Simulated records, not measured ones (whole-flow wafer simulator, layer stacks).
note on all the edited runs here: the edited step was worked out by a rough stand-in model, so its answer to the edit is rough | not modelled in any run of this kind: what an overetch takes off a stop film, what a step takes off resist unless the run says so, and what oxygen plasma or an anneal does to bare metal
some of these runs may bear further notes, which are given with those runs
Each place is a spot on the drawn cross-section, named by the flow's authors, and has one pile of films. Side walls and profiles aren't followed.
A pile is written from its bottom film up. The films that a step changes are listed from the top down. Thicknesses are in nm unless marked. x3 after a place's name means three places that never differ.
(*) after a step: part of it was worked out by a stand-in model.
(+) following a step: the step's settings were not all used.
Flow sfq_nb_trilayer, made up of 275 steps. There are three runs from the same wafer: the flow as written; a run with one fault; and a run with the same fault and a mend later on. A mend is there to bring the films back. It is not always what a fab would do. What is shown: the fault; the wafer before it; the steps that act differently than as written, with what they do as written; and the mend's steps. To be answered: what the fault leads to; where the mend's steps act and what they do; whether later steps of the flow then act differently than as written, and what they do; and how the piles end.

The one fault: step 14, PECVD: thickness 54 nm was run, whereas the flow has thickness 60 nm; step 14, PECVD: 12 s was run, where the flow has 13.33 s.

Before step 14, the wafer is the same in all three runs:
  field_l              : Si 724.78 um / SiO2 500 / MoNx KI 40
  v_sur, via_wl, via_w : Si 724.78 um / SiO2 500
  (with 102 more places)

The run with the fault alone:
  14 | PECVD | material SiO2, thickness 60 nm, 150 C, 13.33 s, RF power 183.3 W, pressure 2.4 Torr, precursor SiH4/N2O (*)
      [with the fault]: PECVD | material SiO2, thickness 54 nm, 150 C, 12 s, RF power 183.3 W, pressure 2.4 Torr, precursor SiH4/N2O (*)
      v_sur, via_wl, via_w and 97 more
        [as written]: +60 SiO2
        [with the fault]: +54 SiO2
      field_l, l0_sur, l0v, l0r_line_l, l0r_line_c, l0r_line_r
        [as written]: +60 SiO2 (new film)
        [with the fault]: +54 SiO2 (new film)
  Later steps of the flow acting differently than as written (8 more steps, not shown, differ only slightly: by at most 2% or 0.5 nm, whichever is larger):
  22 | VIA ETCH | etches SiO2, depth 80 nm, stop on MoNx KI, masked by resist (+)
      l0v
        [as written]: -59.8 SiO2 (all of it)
        [with the fault]: -53.8 SiO2 (all of it)
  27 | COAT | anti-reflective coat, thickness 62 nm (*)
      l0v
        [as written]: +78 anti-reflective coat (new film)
        [with the fault]: +76.1 anti-reflective coat (new film)
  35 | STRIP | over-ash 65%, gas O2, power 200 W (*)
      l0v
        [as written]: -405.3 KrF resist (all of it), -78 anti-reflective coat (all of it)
        [with the fault]: -401.6 KrF resist (all of it), -76.1 anti-reflective coat (all of it)
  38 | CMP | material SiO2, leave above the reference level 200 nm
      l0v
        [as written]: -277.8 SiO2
        [with the fault]: -284.8 SiO2
  By the end, the piles at field_l, l0_sur, l0r_line_l, l0r_line_c, l0r_line_r depart from the flow's by more than 2% or 0.5 nm, whichever is larger.
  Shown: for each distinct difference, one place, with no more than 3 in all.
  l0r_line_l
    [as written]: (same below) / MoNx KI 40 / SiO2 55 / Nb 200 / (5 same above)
    [with the fault]: (same below) / MoNx KI 40 / SiO2 49 / Nb 200 / (5 same above)
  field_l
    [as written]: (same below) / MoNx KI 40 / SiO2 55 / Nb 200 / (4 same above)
    [with the fault]: (same below) / MoNx KI 40 / SiO2 49 / Nb 200 / (4 same above)
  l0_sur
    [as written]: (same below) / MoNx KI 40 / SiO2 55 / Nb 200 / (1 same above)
    [with the fault]: (same below) / MoNx KI 40 / SiO2 49 / Nb 200 / (1 same above)

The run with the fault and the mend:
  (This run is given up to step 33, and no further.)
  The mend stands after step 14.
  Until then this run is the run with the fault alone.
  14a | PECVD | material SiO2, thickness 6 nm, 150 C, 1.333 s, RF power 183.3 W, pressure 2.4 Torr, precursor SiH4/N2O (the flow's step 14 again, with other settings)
      field_l, v_sur, via_wl and 103 more
        +6 SiO2
  Later steps of the flow up to step 33 that are run all act as written at every place that is followed, up to a difference of at most 2% or 0.5 nm, whichever is larger.
  At every place that both follow, the piles after step 33 match the flow's.
